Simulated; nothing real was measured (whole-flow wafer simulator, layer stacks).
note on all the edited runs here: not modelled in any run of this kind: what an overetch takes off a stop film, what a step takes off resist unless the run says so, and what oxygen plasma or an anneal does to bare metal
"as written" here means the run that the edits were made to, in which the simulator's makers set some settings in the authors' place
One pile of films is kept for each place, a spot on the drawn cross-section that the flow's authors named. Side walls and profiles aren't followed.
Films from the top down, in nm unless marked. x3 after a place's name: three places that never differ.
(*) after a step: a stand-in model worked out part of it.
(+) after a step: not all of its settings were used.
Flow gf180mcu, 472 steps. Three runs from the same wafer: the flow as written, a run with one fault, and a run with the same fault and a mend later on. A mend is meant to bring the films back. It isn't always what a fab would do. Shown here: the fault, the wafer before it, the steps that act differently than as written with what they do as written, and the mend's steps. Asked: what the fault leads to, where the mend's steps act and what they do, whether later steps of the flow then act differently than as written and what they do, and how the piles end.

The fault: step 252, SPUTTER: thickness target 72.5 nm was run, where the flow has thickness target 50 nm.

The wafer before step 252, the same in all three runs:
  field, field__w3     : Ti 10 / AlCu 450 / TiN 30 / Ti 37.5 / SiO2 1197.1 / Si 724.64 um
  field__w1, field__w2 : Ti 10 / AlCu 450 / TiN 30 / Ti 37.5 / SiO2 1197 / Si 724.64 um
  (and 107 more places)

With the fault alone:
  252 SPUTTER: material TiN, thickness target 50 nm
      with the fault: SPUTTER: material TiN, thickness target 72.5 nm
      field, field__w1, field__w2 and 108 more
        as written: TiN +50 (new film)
        with the fault: TiN +72.5 (new film)
  Later steps of the flow that act differently than as written (3 more steps differ only slightly, by at most 2% or 0.5 nm, whichever is larger, and aren't shown):
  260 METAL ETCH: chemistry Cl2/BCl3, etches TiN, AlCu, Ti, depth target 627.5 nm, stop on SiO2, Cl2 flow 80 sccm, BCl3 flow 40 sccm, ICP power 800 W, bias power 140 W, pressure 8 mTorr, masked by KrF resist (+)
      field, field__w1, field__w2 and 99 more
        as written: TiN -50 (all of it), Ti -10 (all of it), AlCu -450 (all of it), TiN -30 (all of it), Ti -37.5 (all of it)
        with the fault: TiN -72.5 (all of it), Ti -10 (all of it), AlCu -450 (all of it), TiN -30 (all of it), Ti -37.5 (all of it)
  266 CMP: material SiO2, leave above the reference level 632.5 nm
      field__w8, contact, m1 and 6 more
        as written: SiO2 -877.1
        with the fault: SiO2 -899.6
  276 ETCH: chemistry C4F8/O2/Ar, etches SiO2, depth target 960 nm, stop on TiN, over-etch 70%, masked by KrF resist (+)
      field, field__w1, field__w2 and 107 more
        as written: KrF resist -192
        with the fault: KrF resist -187
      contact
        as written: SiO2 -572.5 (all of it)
        with the fault: SiO2 -550 (all of it)
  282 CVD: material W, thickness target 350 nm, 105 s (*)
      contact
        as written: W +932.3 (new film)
        with the fault: W +909.6 (new film)
  At the end the piles differ from the flow's by more than 2% or 0.5 nm, whichever is larger, at field__w8, contact, m1 and 6 more.
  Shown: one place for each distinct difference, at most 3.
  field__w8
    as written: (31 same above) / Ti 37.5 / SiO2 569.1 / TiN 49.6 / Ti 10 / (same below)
    with the fault: (31 same above) / Ti 37.5 / SiO2 546.6 / TiN 72.1 / Ti 10 / (same below)
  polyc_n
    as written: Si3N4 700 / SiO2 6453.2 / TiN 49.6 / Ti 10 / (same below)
    with the fault: Si3N4 700 / SiO2 6430.7 / TiN 72.1 / Ti 10 / (same below)
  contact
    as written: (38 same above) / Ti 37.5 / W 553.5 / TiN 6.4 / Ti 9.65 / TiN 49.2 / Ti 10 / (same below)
    with the fault: (38 same above) / Ti 37.5 / W 530.8 / TiN 6.49 / Ti 9.78 / TiN 71.7 / Ti 10 / (same below)

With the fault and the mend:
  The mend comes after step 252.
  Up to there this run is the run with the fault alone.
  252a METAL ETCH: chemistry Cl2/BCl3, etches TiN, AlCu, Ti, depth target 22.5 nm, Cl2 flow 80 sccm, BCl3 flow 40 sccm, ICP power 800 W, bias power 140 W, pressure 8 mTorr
      field, field__w1, field__w2 and 108 more
        TiN -22.5
  No later step of the flow acts differently than as written at any place that is followed.
  At the end the piles are the same as the flow's at every place that both follow.
